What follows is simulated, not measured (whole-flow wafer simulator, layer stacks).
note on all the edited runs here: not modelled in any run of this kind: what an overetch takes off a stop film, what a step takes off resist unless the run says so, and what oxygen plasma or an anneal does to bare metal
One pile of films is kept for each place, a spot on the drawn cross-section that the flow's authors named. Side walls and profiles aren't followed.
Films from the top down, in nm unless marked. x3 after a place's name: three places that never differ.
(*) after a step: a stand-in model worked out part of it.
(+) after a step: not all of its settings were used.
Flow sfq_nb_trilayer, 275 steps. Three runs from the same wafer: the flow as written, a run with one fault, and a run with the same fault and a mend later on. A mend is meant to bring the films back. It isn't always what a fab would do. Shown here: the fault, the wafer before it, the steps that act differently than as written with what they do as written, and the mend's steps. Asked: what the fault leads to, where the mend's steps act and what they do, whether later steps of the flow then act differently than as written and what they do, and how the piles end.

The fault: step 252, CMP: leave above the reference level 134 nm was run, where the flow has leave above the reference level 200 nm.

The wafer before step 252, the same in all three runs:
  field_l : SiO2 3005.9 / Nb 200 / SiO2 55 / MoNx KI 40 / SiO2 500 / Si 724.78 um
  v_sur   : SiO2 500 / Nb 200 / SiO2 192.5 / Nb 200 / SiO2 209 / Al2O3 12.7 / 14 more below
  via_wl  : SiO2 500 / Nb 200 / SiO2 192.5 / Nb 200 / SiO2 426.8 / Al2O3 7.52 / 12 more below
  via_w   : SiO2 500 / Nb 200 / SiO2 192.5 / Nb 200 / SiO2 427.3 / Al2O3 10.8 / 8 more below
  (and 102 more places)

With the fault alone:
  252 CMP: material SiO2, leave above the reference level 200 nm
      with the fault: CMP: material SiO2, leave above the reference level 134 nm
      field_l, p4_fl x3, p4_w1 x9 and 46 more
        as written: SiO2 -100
        with the fault: SiO2 -166
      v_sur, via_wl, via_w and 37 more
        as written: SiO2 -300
        with the fault: SiO2 -366
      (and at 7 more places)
  Later steps of the flow that act differently than as written (4 more steps differ only slightly, by at most 2% or 0.5 nm, whichever is larger, and aren't shown):
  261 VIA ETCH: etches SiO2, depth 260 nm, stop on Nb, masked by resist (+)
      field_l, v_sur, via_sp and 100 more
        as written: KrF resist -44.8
        with the fault: KrF resist -34.6
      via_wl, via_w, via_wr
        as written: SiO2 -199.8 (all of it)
        with the fault: SiO2 -133.8 (all of it)
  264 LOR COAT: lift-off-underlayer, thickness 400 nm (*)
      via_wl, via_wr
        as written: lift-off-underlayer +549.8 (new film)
        with the fault: lift-off-underlayer +500.4 (new film)
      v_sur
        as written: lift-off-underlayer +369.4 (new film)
        with the fault: lift-off-underlayer +379.5 (new film)
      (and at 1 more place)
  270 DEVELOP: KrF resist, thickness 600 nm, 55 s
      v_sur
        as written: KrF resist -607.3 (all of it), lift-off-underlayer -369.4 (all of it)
        with the fault: KrF resist -604.5 (all of it), lift-off-underlayer -379.5 (all of it)
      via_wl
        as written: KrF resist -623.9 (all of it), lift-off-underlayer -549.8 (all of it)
        with the fault: KrF resist -615.6 (all of it), lift-off-underlayer -500.4 (all of it)
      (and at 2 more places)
  At the end the piles differ from the flow's by more than 2% or 0.5 nm, whichever is larger, at field_l, v_sur, via_sp and 100 more.
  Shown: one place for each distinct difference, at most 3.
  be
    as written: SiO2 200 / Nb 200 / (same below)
    with the fault: SiO2 134 / Nb 200 / (same below)
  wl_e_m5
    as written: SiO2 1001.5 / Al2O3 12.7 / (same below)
    with the fault: SiO2 935.5 / Al2O3 12.7 / (same below)
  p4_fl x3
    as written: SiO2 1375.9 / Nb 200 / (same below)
    with the fault: SiO2 1309.9 / Nb 200 / (same below)

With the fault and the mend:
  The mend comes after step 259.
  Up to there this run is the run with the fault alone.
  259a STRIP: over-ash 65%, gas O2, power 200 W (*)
      field_l, v_sur, via_sp and 100 more
        KrF resist -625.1 (all of it), anti-reflective coat -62 (all of it)
      via_wl, via_w, via_wr
        anti-reflective coat -62 (all of it)
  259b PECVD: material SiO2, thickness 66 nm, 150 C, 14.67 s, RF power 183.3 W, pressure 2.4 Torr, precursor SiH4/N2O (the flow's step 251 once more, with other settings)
      field_l, v_sur, via_wl and 103 more
        SiO2 +66
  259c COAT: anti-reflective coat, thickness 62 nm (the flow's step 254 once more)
      field_l, v_sur, via_wl and 103 more
        anti-reflective coat +62 (new film)
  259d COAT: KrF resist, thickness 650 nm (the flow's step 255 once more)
      field_l, v_sur, via_wl and 103 more
        KrF resist +650 (new film)
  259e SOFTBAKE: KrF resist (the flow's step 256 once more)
      changes no film at any place that is followed
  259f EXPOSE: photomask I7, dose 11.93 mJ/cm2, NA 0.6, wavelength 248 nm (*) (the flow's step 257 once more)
      changes no film at any place that is followed
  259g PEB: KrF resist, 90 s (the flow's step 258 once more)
      field_l, v_sur, via_wl and 103 more
        KrF resist -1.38
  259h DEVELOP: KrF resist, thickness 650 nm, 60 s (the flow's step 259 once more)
      field_l, v_sur, via_sp and 100 more
        KrF resist -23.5
      via_wl, via_w, via_wr
        KrF resist -648.6 (all of it)
  No later step of the flow acts differently than as written at any place that is followed.
  At the end the piles are the same as the flow's at every place that both follow.
